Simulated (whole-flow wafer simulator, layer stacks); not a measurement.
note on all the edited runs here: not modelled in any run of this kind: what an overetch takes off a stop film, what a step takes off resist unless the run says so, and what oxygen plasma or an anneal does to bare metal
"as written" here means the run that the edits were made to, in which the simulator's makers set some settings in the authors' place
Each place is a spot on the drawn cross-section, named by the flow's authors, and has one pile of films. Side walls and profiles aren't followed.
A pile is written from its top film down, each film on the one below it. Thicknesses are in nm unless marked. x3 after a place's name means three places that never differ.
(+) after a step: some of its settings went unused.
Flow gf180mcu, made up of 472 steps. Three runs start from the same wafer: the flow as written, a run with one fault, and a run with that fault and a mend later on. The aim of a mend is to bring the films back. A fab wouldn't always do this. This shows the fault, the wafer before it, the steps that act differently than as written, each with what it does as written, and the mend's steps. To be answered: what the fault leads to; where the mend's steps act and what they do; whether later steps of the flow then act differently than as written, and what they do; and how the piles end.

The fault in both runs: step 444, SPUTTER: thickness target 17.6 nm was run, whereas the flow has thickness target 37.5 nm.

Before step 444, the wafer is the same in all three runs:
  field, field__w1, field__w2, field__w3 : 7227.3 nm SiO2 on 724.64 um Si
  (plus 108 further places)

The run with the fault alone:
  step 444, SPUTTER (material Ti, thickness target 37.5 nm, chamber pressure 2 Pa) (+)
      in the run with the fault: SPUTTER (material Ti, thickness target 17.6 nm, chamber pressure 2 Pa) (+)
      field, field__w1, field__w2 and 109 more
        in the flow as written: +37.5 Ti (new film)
        in the run with the fault: +17.6 Ti (new film)
  Later steps of the flow acting differently than as written (not shown: 4 more steps that differ only slightly, by at most 2% or 0.5 nm, whichever is larger):
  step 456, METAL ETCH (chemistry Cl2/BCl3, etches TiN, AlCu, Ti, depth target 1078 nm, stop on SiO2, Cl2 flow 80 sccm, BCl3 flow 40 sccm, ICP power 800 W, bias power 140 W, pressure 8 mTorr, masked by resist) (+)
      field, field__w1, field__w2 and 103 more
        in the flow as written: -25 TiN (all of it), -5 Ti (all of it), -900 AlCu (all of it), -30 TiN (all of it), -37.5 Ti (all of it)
        in the run with the fault: -25 TiN (all of it), -5 Ti (all of it), -900 AlCu (all of it), -30 TiN (all of it), -17.6 Ti (all of it)
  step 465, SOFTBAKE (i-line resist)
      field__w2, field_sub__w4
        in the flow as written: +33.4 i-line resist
        in the run with the fault: +32.4 i-line resist
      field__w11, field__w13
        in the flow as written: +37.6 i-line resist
        in the run with the fault: +36.5 i-line resist
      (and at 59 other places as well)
  At field__w8, contact, m1, m1__w1, pad, m1_nw, the piles at the end differ from the flow's by more than 2% or 0.5 nm, whichever is larger.
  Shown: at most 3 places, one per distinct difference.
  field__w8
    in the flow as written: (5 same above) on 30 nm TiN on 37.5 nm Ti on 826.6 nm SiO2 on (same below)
    in the run with the fault: (5 same above) on 30 nm TiN on 17.6 nm Ti on 826.6 nm SiO2 on (same below)
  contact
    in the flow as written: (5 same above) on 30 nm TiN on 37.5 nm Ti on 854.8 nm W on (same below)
    in the run with the fault: (5 same above) on 30 nm TiN on 17.6 nm Ti on 854.8 nm W on (same below)
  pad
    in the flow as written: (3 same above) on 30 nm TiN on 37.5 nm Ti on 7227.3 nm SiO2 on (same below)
    in the run with the fault: (3 same above) on 30 nm TiN on 17.6 nm Ti on 7227.3 nm SiO2 on (same below)

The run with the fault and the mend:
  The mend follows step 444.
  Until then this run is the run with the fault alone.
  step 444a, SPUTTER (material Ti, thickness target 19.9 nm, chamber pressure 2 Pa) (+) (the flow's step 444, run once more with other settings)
      field, field__w1, field__w2 and 109 more
        +19.9 Ti
  Every later step of the flow that is run acts as written at every place that is followed.
  By the end, the piles equal the flow's at every place that both follow.
